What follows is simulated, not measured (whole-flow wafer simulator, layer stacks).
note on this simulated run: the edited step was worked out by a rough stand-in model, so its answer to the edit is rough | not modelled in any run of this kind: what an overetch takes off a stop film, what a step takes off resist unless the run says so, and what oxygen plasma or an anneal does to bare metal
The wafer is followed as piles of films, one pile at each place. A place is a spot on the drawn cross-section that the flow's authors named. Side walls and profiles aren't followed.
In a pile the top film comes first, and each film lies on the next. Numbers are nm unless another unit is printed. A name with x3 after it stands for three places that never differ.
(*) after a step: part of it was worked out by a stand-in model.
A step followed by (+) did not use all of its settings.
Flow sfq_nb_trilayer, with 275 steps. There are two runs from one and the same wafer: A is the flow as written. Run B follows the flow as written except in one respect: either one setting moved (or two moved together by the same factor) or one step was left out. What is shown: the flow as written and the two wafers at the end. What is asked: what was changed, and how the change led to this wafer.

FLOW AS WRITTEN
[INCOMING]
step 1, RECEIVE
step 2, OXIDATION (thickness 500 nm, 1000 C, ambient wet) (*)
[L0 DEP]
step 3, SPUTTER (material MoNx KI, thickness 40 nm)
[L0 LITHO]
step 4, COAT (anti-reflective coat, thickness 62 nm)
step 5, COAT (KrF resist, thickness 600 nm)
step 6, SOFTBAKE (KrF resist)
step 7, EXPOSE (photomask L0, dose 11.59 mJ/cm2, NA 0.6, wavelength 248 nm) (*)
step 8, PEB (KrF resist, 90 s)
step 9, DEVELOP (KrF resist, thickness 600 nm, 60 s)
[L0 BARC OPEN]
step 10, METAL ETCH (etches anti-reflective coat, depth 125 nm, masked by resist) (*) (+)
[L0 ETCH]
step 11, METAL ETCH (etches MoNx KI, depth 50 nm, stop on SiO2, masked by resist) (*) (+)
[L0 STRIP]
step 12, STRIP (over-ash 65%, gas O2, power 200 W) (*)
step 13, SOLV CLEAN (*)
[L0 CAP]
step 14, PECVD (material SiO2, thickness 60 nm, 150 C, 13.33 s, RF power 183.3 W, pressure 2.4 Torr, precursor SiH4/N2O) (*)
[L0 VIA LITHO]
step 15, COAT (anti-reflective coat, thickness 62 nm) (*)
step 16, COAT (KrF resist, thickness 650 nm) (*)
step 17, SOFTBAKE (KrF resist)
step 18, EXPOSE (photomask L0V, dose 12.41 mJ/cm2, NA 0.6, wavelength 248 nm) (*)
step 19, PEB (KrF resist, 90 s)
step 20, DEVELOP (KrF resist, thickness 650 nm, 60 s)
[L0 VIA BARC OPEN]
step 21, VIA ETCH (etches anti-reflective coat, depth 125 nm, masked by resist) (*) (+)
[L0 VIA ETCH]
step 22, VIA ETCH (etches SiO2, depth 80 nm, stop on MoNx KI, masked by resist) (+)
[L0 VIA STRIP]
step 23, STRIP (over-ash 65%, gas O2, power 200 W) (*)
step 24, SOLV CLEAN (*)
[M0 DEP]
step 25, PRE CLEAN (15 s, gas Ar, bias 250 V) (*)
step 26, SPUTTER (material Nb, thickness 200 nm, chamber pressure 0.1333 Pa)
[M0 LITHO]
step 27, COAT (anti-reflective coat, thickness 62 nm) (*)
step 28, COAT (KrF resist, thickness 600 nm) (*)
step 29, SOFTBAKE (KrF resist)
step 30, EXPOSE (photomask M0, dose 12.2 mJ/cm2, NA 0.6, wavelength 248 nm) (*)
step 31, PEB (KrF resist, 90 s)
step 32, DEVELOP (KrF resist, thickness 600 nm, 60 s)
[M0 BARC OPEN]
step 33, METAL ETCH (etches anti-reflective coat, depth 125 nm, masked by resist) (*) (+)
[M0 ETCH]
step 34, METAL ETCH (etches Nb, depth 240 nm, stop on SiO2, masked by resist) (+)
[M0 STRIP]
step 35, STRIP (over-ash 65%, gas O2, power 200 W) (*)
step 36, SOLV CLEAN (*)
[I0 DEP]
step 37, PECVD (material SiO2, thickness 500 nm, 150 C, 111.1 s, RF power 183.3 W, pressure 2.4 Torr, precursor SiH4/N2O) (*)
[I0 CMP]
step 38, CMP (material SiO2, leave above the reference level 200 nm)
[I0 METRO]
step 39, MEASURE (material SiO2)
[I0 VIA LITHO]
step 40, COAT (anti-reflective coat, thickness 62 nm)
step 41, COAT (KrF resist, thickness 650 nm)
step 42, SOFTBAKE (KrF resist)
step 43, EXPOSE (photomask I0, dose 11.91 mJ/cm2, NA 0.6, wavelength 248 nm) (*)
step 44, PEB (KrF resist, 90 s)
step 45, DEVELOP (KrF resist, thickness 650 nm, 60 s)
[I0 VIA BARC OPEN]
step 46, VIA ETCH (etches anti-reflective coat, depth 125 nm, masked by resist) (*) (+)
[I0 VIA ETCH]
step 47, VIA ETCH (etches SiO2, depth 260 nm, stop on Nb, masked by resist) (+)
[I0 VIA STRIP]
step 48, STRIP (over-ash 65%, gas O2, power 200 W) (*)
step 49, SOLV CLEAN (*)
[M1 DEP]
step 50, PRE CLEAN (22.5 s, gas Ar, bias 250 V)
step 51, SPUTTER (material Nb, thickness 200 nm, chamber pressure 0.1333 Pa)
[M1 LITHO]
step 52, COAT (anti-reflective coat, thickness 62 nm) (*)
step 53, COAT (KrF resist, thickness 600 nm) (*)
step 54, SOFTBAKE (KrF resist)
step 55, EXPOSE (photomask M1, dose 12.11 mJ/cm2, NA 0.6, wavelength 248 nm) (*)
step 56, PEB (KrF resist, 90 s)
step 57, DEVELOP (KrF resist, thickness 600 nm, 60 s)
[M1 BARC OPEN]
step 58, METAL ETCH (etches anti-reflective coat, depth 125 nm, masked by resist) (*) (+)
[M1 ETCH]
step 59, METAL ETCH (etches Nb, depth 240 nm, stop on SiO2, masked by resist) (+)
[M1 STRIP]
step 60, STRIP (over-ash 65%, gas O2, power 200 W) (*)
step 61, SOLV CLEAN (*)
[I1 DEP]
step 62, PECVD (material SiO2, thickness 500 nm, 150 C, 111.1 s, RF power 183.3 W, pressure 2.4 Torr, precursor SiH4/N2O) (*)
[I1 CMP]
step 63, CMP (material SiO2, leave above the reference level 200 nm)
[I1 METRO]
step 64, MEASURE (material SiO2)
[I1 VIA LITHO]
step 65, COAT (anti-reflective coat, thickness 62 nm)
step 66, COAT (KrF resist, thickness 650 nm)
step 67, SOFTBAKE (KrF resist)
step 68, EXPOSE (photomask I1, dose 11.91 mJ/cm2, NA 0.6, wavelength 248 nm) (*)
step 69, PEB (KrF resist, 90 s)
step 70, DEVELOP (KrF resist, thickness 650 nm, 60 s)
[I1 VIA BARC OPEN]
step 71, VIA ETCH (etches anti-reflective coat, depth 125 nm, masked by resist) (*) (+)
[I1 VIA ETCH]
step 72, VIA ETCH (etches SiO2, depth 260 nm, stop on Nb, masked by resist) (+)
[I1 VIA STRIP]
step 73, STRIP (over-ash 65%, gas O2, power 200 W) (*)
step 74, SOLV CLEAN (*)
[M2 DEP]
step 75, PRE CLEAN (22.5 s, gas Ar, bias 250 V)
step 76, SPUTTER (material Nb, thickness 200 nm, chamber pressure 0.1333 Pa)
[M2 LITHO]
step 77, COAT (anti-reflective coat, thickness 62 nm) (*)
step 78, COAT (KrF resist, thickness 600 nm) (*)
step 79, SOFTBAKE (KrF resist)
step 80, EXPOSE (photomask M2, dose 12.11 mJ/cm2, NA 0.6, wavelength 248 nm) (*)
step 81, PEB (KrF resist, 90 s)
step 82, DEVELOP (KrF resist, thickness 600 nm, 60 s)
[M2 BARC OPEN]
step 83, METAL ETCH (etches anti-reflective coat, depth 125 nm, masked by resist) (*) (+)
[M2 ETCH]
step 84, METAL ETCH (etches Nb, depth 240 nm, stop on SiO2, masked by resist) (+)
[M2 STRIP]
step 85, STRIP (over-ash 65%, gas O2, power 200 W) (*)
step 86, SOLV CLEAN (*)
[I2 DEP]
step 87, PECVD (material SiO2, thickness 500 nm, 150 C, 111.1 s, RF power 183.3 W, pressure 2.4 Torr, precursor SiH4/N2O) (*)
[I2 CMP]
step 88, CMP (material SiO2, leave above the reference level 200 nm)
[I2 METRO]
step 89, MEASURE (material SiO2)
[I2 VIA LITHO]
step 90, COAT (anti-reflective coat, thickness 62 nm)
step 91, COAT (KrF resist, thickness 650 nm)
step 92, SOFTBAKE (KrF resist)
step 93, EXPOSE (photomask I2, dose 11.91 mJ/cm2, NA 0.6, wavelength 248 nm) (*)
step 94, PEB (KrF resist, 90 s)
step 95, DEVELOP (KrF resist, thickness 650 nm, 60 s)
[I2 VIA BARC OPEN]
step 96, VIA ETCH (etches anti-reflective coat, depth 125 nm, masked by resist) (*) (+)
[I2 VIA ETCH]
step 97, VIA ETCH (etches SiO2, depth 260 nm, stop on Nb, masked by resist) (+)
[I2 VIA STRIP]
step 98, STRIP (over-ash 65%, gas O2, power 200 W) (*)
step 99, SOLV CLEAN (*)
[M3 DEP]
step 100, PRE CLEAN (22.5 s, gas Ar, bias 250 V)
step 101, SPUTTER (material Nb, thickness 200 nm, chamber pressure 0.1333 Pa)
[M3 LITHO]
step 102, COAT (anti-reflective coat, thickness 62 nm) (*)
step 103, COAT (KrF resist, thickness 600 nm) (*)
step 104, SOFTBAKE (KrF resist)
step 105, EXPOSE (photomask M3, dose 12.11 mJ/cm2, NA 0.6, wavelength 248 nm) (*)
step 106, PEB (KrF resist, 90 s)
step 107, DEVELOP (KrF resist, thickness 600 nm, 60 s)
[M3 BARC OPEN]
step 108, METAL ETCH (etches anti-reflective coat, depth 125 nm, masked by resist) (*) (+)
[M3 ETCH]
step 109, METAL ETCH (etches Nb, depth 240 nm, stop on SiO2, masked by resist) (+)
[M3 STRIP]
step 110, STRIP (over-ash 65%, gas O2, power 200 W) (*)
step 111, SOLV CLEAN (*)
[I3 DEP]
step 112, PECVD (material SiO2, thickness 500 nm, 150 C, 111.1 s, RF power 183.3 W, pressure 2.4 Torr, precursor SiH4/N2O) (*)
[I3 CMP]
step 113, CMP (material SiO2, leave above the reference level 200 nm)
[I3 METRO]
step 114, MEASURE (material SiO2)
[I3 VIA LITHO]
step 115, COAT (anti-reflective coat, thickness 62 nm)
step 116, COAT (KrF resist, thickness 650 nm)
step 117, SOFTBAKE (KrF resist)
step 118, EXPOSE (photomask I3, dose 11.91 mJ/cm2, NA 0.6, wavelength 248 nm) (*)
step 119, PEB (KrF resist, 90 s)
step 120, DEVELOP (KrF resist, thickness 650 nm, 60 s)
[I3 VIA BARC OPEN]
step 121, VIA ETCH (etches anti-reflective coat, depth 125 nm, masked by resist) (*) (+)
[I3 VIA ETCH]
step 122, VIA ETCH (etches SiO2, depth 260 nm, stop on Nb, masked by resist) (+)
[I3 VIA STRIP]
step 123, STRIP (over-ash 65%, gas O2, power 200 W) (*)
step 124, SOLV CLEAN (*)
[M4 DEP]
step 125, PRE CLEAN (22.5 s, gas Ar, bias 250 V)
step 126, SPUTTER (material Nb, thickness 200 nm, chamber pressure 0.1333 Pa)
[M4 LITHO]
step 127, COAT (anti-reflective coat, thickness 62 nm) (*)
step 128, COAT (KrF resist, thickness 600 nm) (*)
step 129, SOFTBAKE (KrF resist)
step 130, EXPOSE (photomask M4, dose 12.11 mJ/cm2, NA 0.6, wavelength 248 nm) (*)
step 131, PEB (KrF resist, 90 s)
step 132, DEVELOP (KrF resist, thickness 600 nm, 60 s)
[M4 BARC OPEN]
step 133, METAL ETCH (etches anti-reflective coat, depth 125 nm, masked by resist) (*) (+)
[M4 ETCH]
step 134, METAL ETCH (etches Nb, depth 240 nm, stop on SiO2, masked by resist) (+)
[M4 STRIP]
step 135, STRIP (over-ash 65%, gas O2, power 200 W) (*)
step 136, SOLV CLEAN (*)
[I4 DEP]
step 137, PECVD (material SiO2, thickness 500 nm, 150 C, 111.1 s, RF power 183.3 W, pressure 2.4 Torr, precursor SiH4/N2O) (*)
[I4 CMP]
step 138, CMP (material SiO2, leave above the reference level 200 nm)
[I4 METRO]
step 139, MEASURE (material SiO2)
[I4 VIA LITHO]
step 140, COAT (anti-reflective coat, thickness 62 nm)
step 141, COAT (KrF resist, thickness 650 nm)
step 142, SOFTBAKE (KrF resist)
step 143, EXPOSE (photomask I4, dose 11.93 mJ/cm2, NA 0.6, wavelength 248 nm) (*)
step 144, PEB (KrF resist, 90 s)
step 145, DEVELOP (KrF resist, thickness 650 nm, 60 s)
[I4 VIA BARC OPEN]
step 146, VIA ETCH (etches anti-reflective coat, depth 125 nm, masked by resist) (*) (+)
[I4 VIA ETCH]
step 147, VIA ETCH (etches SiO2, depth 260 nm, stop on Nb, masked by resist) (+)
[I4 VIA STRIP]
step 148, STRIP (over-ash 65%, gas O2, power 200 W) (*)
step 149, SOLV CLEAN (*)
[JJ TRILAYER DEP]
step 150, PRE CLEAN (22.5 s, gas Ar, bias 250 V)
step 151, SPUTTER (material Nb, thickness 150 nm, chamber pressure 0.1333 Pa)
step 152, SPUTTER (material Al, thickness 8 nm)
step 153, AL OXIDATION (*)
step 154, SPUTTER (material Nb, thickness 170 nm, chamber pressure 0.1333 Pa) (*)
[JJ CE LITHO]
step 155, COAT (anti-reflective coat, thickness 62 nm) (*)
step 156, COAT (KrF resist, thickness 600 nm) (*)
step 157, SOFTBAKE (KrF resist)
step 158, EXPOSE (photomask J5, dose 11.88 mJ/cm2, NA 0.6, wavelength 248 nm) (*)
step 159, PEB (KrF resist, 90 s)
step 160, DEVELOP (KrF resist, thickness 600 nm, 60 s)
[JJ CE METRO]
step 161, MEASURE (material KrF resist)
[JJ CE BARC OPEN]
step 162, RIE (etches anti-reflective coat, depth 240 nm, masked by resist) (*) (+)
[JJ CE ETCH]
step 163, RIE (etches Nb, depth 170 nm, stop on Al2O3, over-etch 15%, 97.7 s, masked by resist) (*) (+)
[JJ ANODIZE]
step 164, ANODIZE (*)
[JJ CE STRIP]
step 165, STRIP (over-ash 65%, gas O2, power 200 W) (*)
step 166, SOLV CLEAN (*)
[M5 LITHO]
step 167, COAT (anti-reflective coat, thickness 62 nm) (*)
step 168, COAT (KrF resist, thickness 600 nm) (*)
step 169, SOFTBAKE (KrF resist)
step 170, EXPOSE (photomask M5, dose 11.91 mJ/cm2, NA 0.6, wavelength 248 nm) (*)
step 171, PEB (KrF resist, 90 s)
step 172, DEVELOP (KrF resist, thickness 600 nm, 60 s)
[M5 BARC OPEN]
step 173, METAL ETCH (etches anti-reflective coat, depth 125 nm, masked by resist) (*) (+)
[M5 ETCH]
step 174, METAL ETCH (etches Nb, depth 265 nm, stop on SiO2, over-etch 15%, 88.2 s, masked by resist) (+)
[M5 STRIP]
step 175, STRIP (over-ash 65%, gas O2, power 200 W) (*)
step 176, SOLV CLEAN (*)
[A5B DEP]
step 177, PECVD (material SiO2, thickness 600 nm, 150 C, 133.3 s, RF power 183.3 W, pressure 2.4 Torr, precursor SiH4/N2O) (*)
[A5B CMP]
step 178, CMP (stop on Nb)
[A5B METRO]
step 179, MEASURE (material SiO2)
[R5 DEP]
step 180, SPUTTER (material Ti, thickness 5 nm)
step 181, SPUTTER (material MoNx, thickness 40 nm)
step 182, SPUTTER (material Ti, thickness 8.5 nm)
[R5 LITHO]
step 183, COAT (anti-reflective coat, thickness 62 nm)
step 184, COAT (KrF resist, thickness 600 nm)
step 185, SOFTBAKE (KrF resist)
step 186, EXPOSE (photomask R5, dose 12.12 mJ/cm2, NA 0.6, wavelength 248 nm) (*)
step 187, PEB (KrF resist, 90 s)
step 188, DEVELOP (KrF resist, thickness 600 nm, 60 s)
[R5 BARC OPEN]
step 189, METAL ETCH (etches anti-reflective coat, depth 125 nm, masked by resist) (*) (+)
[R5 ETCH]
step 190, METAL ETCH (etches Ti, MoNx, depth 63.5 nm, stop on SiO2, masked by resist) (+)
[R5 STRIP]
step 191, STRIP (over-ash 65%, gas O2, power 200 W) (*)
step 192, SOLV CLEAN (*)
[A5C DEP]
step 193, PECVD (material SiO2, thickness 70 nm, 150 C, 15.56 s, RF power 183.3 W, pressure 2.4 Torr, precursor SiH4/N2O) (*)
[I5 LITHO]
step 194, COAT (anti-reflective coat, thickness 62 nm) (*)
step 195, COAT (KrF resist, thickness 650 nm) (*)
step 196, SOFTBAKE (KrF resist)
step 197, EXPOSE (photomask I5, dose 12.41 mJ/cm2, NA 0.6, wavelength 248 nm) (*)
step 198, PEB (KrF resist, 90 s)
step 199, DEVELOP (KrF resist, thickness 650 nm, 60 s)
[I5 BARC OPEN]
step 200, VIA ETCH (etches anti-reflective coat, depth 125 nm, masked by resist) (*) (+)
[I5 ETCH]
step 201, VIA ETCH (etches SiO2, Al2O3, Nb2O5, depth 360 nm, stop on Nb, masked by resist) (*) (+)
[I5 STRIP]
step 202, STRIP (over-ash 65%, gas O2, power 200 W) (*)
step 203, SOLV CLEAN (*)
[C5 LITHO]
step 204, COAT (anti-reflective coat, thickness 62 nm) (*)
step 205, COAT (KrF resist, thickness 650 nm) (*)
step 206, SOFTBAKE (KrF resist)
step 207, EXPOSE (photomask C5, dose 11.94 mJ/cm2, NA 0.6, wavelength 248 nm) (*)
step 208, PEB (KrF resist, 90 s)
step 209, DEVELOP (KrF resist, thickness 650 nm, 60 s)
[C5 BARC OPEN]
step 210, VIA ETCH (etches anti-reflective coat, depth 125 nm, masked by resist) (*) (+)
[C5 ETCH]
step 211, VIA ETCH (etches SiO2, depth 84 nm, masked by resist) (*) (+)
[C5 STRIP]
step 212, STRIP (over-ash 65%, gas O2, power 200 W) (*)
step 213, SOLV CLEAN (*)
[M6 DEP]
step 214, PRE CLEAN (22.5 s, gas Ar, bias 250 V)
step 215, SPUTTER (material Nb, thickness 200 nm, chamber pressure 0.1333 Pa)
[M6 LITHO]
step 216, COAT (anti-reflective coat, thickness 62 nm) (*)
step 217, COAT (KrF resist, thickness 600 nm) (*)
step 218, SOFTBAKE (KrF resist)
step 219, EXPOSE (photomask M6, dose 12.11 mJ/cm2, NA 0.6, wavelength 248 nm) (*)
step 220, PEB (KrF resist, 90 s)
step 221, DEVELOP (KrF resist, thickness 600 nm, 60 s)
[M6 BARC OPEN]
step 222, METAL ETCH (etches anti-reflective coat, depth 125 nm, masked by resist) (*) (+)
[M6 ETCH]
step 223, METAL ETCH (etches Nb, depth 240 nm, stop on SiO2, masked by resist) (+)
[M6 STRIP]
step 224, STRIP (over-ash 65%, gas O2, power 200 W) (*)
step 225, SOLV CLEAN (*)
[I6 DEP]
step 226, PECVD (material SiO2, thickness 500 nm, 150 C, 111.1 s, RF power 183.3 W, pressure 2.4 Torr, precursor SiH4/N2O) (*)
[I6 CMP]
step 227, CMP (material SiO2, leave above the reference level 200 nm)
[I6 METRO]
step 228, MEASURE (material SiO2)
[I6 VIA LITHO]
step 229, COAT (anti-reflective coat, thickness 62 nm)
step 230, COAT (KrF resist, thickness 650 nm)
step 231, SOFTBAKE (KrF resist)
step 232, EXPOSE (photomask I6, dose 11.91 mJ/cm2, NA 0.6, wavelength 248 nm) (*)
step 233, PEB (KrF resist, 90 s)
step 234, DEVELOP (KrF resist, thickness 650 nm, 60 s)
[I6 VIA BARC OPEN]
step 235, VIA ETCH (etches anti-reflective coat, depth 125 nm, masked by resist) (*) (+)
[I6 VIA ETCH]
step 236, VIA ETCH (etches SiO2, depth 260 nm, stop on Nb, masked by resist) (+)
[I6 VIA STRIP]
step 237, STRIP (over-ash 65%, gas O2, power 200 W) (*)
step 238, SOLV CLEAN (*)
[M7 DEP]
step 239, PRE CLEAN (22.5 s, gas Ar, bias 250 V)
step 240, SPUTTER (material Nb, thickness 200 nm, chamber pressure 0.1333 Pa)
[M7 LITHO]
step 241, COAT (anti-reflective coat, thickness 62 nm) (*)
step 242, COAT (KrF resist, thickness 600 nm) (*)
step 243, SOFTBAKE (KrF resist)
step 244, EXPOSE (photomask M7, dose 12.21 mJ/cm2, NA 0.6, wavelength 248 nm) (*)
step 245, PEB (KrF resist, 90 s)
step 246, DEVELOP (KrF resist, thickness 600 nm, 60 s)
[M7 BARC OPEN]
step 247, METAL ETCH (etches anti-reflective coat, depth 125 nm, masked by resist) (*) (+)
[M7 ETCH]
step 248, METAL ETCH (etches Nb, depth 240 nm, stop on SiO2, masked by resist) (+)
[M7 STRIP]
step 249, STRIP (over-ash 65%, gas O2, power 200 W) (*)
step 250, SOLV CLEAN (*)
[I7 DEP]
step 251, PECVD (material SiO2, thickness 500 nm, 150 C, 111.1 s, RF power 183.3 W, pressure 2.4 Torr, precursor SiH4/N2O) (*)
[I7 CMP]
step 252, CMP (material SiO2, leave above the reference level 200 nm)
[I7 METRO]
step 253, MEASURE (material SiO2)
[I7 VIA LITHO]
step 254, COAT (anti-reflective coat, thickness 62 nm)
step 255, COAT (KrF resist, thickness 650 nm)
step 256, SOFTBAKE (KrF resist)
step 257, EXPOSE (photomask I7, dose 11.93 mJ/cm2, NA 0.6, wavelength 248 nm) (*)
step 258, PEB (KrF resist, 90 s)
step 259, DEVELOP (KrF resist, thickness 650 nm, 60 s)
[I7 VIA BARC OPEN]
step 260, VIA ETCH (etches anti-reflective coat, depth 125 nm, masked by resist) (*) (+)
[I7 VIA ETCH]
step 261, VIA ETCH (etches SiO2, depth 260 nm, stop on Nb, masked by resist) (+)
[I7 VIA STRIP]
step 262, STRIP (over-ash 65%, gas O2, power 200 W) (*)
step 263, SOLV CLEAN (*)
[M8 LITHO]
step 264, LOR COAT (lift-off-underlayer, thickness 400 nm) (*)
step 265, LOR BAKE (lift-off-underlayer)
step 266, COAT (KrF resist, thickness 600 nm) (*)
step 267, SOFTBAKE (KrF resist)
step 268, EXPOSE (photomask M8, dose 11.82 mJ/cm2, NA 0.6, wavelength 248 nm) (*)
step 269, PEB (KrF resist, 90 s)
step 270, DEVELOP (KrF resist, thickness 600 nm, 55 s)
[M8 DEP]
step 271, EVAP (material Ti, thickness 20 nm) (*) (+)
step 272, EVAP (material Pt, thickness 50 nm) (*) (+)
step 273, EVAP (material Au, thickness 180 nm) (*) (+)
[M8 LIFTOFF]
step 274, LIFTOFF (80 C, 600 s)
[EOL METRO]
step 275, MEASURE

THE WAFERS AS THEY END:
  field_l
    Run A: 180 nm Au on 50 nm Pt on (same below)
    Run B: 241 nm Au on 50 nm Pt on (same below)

Cause: step 273, EVAP: thickness 241 nm was run, whereas the flow has thickness 180 nm.
One can read it off the wafer: field_l has Au 241, and step 273 as written asks for 180 nm.

How this came from the change, step by step:
  step 273, EVAP (material Au, thickness 180 nm) (*) (+)
      field_l, v_sur, via_wl and 103 more: A +180 Au (new film) | B +241 Au (new film)
  step 274, LIFTOFF (80 C, 600 s)
      p4_fl, p4_fm, p4_w1 and 71 more: A -180 Au (all of it), -50 Pt (all of it), -20 Ti (all of it), -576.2 KrF resist (all of it), -400 lift-off-underlayer (all of it) | B -241 Au (all of it), -50 Pt (all of it), -20 Ti (all of it), -576.2 KrF resist (all of it), -400 lift-off-underlayer (all of it)
      c5j, ce_r: A -180 Au (all of it), -50 Pt (all of it), -20 Ti (all of it), -573.3 KrF resist (all of it), -399.3 lift-off-underlayer (all of it) | B -241 Au (all of it), -50 Pt (all of it), -20 Ti (all of it), -573.3 KrF resist (all of it), -399.3 lift-off-underlayer (all of it)
      (also at 19 further places)
